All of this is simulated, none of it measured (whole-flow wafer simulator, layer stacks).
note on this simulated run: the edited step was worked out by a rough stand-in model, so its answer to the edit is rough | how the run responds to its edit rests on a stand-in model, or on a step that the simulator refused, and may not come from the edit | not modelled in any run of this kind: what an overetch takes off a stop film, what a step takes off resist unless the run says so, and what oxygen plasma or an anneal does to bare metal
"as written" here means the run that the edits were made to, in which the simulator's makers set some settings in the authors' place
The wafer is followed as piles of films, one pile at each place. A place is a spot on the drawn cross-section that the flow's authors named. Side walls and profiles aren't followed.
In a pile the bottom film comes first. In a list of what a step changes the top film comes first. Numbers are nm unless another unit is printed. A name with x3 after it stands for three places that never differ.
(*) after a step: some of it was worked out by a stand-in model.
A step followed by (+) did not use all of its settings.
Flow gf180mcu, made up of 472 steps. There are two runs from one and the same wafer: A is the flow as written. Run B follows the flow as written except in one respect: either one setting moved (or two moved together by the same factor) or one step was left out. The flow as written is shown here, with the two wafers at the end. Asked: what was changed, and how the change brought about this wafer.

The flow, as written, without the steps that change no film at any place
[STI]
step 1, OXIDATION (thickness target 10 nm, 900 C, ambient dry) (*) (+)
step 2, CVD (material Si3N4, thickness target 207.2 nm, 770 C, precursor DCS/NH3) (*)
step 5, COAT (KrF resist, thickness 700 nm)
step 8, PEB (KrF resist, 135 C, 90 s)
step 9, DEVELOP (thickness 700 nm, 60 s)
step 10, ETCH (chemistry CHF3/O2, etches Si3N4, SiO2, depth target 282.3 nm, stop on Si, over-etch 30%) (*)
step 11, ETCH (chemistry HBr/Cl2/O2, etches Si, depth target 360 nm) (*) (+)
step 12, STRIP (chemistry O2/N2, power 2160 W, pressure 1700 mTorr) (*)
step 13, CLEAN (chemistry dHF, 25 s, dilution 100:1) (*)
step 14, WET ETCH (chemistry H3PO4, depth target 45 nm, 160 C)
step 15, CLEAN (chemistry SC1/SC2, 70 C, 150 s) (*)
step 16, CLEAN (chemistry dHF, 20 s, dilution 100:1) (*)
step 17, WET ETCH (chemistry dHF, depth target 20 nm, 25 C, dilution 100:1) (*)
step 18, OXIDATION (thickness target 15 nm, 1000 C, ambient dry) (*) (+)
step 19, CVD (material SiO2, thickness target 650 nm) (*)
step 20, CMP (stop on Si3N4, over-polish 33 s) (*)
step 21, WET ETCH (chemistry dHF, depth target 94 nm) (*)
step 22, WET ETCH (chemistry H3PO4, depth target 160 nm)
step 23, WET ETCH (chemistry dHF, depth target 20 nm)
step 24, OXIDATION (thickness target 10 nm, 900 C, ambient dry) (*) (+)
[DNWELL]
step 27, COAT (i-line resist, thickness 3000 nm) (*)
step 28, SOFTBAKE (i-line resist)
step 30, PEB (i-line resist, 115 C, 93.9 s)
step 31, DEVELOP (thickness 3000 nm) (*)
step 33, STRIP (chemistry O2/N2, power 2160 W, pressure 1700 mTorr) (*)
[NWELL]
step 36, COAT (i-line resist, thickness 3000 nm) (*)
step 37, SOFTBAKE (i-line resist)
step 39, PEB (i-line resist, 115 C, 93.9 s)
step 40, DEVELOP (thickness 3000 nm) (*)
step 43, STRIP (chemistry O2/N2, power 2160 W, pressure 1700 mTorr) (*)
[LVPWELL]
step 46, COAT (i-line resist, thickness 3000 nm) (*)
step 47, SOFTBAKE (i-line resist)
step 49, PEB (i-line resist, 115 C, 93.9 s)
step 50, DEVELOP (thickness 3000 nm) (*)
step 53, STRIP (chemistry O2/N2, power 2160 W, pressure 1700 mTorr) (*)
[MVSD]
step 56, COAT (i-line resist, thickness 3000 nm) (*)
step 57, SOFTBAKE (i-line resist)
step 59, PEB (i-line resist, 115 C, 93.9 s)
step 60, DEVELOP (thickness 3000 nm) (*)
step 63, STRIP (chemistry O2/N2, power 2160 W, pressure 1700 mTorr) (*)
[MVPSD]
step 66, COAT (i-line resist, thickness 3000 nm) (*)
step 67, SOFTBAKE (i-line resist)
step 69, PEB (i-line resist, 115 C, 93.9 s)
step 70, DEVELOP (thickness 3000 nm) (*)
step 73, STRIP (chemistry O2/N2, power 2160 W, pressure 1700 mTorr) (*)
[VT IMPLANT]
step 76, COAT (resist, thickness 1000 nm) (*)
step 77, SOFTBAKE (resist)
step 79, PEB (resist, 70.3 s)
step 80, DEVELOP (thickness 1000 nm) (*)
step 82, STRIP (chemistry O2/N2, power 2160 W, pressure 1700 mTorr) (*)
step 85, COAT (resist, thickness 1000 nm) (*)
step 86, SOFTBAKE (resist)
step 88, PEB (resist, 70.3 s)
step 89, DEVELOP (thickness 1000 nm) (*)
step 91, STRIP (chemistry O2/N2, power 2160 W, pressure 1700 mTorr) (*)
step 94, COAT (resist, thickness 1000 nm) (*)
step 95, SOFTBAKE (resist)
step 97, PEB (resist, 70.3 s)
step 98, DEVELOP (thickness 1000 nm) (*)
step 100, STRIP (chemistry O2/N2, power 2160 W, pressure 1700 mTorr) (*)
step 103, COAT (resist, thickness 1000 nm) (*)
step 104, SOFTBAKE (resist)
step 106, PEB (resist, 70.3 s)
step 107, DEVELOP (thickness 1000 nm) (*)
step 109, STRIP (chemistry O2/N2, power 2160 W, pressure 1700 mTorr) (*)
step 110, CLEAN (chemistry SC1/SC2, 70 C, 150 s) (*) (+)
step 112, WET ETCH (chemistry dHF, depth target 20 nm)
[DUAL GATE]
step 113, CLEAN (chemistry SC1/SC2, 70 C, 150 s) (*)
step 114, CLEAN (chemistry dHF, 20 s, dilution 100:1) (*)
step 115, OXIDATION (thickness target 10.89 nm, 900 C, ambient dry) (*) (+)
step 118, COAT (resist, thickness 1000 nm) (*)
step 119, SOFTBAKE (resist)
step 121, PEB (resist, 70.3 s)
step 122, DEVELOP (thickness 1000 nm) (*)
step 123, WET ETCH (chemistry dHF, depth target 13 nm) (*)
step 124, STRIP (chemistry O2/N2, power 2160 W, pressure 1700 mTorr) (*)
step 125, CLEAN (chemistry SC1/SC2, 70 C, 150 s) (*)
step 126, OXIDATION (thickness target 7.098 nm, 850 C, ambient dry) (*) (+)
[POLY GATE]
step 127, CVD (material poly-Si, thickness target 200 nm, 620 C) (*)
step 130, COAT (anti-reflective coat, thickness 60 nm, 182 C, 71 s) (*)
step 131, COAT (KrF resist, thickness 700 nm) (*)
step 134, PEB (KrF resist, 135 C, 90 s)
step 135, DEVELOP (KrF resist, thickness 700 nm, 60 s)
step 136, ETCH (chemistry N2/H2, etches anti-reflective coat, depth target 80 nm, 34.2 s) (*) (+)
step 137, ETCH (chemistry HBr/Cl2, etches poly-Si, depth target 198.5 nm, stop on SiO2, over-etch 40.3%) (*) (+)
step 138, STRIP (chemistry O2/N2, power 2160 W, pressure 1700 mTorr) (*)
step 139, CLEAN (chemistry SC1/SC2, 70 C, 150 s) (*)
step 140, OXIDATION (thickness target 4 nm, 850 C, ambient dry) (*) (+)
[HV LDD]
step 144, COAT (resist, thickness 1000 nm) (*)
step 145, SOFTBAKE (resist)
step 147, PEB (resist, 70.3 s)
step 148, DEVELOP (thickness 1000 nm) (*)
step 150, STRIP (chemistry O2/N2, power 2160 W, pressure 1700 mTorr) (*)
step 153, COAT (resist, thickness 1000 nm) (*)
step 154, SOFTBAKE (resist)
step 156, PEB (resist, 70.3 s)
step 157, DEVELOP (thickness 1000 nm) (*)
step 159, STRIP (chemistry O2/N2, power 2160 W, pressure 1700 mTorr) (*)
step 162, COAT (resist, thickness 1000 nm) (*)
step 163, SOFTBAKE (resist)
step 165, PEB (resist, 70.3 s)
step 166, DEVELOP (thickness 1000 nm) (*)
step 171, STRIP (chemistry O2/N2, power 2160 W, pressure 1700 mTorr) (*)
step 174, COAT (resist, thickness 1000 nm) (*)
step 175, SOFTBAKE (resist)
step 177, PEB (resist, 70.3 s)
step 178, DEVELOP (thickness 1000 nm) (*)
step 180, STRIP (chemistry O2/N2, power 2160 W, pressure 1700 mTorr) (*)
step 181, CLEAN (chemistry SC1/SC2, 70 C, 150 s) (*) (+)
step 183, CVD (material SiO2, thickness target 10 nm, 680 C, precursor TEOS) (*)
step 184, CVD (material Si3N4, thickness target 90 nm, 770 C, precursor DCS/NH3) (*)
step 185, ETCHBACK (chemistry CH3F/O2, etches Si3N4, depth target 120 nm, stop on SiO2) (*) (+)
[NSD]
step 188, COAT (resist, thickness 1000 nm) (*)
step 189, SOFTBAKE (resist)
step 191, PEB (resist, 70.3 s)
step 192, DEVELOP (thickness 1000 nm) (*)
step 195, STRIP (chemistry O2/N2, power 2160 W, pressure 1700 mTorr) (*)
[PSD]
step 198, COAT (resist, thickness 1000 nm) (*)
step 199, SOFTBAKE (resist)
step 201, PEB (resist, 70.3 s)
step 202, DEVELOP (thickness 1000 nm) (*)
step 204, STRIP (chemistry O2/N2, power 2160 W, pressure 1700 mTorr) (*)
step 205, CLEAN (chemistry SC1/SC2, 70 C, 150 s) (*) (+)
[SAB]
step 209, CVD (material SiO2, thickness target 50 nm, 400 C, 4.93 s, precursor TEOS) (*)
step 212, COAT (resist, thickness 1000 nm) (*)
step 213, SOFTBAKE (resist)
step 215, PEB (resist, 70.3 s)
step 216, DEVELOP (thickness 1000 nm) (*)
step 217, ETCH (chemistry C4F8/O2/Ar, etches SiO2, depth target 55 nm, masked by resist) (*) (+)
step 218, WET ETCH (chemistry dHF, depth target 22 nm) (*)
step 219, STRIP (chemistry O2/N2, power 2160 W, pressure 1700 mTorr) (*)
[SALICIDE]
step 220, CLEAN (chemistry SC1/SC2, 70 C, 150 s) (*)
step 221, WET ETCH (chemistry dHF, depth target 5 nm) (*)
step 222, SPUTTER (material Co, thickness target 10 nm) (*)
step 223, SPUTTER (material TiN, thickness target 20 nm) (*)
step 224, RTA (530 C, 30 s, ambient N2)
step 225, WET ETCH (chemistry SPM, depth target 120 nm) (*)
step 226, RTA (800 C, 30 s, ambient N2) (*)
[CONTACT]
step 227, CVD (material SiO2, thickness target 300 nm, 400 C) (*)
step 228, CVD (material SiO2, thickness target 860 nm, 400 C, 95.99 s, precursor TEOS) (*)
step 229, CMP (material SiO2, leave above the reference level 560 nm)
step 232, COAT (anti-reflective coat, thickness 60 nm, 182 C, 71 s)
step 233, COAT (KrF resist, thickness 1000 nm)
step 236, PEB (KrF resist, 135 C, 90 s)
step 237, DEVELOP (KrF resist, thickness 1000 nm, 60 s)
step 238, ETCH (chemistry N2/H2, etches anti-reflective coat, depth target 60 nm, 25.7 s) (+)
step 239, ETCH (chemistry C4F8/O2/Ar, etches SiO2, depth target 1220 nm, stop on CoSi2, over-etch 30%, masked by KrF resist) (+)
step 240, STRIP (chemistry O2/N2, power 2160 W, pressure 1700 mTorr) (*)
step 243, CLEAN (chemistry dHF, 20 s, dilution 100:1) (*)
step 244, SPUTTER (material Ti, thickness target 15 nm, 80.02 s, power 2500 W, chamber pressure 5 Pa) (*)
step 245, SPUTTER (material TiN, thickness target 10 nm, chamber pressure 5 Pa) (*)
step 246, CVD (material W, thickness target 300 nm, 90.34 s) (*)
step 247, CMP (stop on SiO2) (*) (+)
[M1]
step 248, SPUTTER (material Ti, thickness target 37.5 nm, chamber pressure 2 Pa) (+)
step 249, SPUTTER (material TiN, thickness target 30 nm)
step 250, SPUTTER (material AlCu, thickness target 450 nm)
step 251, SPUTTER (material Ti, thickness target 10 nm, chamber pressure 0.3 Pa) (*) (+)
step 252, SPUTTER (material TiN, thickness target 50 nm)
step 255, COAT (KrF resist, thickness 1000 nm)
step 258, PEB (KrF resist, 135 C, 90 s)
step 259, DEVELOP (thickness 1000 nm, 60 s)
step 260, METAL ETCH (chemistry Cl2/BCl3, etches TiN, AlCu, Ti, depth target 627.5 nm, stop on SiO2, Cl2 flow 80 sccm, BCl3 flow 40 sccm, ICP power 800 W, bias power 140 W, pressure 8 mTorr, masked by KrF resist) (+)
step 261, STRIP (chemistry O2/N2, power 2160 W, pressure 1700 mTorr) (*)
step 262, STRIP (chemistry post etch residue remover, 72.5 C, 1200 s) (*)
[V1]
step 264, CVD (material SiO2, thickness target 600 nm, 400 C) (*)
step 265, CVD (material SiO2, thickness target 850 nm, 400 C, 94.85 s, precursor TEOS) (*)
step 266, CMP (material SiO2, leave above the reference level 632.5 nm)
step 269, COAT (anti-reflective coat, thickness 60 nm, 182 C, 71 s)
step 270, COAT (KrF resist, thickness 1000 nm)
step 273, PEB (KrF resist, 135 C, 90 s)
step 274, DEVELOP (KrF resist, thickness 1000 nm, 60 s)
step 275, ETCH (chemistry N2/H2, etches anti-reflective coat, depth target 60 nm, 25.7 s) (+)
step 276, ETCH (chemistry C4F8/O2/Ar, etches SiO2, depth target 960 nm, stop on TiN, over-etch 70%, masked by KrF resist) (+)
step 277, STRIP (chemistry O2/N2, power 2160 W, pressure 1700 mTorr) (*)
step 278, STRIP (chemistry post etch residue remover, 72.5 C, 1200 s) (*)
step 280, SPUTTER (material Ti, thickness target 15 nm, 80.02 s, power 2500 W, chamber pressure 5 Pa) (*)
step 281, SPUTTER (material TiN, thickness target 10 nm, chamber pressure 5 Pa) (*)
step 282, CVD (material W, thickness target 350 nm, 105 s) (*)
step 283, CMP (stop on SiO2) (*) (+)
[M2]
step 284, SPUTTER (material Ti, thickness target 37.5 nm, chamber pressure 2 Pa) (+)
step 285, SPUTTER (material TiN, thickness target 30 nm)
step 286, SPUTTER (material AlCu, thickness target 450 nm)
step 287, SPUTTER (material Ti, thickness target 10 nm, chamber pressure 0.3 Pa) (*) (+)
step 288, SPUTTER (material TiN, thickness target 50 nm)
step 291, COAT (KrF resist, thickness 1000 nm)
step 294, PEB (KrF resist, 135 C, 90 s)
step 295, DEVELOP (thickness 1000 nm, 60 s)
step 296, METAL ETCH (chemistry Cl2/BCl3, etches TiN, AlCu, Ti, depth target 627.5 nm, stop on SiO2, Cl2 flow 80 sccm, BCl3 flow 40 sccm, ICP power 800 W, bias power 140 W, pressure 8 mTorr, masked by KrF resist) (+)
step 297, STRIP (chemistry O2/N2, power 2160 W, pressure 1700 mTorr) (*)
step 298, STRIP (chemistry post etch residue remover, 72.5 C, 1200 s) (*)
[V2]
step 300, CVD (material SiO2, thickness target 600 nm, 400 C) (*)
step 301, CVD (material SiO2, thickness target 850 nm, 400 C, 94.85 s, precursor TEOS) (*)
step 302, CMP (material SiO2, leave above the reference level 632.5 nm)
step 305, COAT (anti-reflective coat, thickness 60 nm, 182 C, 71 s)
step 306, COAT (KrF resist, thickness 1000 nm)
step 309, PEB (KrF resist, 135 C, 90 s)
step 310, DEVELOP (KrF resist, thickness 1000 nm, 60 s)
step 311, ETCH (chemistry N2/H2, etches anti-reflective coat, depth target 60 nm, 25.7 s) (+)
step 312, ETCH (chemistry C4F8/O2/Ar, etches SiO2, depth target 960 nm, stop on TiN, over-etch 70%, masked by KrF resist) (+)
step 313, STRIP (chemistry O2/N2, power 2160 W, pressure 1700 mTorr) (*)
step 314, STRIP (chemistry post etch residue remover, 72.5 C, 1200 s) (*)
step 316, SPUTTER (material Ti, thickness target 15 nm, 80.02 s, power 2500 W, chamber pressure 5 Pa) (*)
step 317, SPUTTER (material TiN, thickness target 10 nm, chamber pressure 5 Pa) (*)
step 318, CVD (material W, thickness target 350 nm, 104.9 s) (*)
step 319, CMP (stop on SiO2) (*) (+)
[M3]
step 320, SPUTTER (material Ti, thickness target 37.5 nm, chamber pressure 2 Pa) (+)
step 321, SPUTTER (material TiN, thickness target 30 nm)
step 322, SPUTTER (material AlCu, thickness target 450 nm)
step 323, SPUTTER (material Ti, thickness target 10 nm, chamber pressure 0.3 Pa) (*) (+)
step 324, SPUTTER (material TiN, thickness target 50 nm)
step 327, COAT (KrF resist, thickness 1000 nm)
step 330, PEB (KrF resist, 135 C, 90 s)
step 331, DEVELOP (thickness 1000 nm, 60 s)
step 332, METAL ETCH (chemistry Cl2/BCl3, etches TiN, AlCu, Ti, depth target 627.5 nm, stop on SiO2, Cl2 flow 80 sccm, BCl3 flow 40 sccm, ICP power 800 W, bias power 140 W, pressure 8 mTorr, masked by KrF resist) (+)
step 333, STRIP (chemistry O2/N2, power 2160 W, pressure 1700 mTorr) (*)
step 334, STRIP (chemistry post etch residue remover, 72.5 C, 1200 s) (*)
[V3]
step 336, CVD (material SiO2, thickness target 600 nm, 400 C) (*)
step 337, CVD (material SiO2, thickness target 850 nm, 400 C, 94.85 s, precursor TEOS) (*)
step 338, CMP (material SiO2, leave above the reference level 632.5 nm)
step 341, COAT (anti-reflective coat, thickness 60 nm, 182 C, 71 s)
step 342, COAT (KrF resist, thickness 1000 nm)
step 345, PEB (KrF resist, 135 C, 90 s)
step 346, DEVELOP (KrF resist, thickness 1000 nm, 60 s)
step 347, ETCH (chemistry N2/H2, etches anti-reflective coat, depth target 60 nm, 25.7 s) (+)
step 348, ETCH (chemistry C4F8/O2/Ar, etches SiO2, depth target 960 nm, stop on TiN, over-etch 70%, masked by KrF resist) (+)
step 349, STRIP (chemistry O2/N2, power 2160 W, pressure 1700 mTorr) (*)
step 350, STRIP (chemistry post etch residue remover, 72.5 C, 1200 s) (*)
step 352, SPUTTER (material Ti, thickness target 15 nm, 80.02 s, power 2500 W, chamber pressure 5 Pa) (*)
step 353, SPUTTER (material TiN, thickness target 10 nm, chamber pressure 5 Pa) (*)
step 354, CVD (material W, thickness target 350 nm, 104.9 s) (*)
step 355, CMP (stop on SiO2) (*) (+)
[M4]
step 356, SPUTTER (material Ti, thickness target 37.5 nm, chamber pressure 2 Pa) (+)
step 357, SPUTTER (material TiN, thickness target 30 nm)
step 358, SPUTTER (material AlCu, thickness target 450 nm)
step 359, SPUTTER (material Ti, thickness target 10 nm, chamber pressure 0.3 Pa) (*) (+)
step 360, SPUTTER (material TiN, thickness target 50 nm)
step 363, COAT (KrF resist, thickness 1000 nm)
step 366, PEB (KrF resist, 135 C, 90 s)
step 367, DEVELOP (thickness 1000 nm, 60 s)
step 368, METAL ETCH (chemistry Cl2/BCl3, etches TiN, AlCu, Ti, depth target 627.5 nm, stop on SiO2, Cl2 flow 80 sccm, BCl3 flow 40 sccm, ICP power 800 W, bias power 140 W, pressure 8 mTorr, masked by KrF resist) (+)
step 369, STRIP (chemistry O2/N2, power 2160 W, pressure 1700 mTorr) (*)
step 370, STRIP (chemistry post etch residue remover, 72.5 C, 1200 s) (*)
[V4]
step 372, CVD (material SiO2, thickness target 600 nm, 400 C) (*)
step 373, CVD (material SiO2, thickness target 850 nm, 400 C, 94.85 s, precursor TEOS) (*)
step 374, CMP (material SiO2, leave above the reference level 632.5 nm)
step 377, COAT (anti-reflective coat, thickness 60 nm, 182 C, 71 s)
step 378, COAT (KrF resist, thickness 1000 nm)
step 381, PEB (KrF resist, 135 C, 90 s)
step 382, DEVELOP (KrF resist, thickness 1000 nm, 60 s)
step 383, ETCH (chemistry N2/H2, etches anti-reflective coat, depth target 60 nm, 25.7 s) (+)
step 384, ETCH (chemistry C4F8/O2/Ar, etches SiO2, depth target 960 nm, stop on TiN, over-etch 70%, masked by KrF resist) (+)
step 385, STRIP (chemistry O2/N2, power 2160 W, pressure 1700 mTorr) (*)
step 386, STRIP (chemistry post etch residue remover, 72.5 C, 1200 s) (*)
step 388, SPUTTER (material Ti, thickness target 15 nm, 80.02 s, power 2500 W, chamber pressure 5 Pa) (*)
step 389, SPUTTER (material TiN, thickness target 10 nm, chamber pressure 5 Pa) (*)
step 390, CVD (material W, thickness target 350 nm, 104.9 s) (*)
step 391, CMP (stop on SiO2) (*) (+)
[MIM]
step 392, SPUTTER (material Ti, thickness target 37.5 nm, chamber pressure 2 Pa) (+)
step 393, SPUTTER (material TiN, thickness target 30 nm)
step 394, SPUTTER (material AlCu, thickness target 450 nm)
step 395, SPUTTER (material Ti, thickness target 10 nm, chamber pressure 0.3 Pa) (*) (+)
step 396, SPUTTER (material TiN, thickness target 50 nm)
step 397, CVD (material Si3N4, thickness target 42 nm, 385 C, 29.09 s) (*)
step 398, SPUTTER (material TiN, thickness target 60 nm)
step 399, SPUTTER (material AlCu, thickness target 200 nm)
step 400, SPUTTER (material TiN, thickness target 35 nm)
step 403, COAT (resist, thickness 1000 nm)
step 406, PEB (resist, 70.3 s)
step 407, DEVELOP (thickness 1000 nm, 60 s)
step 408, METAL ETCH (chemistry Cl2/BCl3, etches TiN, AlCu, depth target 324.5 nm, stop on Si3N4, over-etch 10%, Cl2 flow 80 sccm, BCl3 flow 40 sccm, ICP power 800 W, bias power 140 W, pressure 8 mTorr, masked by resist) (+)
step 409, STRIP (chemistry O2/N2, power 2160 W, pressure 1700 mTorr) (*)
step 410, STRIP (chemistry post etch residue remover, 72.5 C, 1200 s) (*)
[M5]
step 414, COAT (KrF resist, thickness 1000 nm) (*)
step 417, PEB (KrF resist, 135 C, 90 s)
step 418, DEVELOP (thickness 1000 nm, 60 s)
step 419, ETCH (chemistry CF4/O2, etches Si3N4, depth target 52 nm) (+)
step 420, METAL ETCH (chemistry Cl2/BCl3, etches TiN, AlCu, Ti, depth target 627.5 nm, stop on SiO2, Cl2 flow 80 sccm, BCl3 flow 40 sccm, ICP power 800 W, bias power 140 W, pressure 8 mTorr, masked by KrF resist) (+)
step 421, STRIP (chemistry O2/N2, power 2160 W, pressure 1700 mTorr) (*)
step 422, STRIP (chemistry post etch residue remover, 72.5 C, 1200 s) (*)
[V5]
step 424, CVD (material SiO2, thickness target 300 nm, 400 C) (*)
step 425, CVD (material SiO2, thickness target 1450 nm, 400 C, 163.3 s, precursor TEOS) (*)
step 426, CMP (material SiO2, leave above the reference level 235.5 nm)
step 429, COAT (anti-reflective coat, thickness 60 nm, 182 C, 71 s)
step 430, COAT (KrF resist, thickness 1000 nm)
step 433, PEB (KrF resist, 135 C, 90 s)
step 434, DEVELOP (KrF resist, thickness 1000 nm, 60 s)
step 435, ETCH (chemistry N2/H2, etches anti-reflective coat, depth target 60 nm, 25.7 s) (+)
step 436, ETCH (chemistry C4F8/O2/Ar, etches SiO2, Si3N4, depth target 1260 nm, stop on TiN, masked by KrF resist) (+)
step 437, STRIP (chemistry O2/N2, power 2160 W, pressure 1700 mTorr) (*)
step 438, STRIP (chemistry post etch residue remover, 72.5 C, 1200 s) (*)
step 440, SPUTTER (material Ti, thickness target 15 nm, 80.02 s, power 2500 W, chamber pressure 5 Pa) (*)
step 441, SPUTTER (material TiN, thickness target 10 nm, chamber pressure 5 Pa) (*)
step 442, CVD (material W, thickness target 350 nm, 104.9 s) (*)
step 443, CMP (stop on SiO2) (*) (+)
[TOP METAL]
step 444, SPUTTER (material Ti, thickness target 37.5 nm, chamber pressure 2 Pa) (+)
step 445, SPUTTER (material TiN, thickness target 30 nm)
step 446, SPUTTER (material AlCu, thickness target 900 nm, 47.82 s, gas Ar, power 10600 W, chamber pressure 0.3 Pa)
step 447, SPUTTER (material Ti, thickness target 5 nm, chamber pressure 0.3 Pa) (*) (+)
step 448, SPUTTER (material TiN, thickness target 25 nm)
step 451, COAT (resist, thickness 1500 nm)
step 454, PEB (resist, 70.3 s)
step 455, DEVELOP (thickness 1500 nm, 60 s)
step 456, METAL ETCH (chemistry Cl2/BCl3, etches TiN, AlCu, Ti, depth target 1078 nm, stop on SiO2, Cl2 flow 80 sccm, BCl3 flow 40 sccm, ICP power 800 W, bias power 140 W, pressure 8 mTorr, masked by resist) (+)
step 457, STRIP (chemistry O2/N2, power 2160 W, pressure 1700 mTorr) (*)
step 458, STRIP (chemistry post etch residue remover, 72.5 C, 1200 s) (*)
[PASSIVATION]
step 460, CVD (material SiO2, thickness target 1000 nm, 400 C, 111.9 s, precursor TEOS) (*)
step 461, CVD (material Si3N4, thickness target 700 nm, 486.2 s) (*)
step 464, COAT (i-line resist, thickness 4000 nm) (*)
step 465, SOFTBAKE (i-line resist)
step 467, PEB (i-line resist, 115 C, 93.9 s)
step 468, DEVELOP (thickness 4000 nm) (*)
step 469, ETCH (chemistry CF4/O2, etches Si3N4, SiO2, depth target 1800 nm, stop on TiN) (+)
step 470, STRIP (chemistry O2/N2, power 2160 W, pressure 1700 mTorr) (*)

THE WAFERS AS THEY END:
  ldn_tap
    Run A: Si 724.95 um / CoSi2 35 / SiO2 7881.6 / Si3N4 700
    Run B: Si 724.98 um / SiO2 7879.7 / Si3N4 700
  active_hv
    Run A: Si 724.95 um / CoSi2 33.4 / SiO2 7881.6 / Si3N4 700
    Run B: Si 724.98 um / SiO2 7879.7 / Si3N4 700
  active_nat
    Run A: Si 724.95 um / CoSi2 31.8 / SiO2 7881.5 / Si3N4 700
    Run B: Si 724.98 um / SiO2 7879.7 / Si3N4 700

The reason: step 218, WET ETCH: depth target 9.9 nm was run, whereas the flow has depth target 22 nm.

The path from the change to this, step by step:
  step 218, WET ETCH (chemistry dHF, depth target 22 nm) (*)
      ldn_tap, ldn_src, ldn_drn, ldp_tap, ldp_src, ldp_drn, ldp_gr: A -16 SiO2 (all of it) | B -10.4 SiO2
      ld_drn_n, ld_sd_p: A -14.8 SiO2 (all of it) | B -10.1 SiO2
      (as well as at 56 more places)
  step 219, STRIP (chemistry O2/N2, power 2160 W, pressure 1700 mTorr) (*)
      active_hv, active_nat, ld_sd_n and 11 more: A +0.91 chemical SiO2 (new film), -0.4 Si | B nothing
  step 221, WET ETCH (chemistry dHF, depth target 5 nm) (*)
      active_hv, active_nat, ld_sd_n and 10 more: A -0.76 chemical SiO2 (all of it) | B -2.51 SiO2
      ld_drn_p: A -0.76 chemical SiO2 (all of it) | B -1.51 SiO2 (all of it)
  step 222, SPUTTER (material Co, thickness target 10 nm) (*)
      field__w12: A +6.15 Co (new film) | B +6.66 Co (new film)
  step 223, SPUTTER (material TiN, thickness target 20 nm) (*)
      field__w12: A +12 TiN (new film) | B +12.7 TiN (new film)
      ld_sd_n: A +15.5 TiN (new film) | B +16.3 TiN (new film)
  step 224, RTA (530 C, 30 s, ambient N2)
      ldn_tap, ldn_src, ldn_drn, ldp_tap, ldp_src, ldp_drn, ldp_gr: A under 1 film: +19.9 CoSi (new film), -10 Co (all of it), -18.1 Si | B nothing
      active_hv: A under 1 film: +19 CoSi (new film), -9.55 Co (all of it), -17.3 Si | B nothing
      (as well as at 5 more places)
  step 225, WET ETCH (chemistry SPM, depth target 120 nm) (*)
      ldn_tap, ldn_src, ldn_drn, ldp_tap, ldp_src, ldp_drn, ldp_gr: A -20 TiN (all of it) | B -20 TiN (all of it), -10 Co (all of it)
      active_hv: A -19 TiN (all of it) | B -19 TiN (all of it), -9.56 Co (all of it)
      (as well as at 6 more places)
  step 226, RTA (800 C, 30 s, ambient N2) (*)
      ldn_tap, ldn_src, ldn_drn, ldp_tap, ldp_src, ldp_drn, ldp_gr: A +35 CoSi2 (new film), -19.9 CoSi (all of it), -18.1 Si | B nothing
      active_hv: A +33.4 CoSi2 (new film), -19 CoSi (all of it), -17.3 Si | B nothing
      (as well as at 5 more places)
  step 227, CVD (material SiO2, thickness target 300 nm, 400 C) (*)
      active_hv, active_nat, ld_sd_n and 10 more: A +300 SiO2 (new film) | B +300 SiO2
  step 229, CMP (material SiO2, leave above the reference level 560 nm)
      ldn_sep__w1, ldn_sep__w2, ldn_dft and 8 more: A -311 SiO2 | B -324.4 SiO2
      sti, mim_1p0, pad, dice_street, iso_nw_fld, iso_fld_sub: A -296.8 SiO2 | B -310.1 SiO2
      (as well as at 34 more places)
With metal films that touch counted as one body, ldn_tap has 0 bodies; the flow as written gives 1 body.
With metal films that touch counted as one body, active_hv has 0 bodies; the flow as written gives 1 body.
With metal films that touch counted as one body, active_nat has 0 bodies; the flow as written gives 1 body.
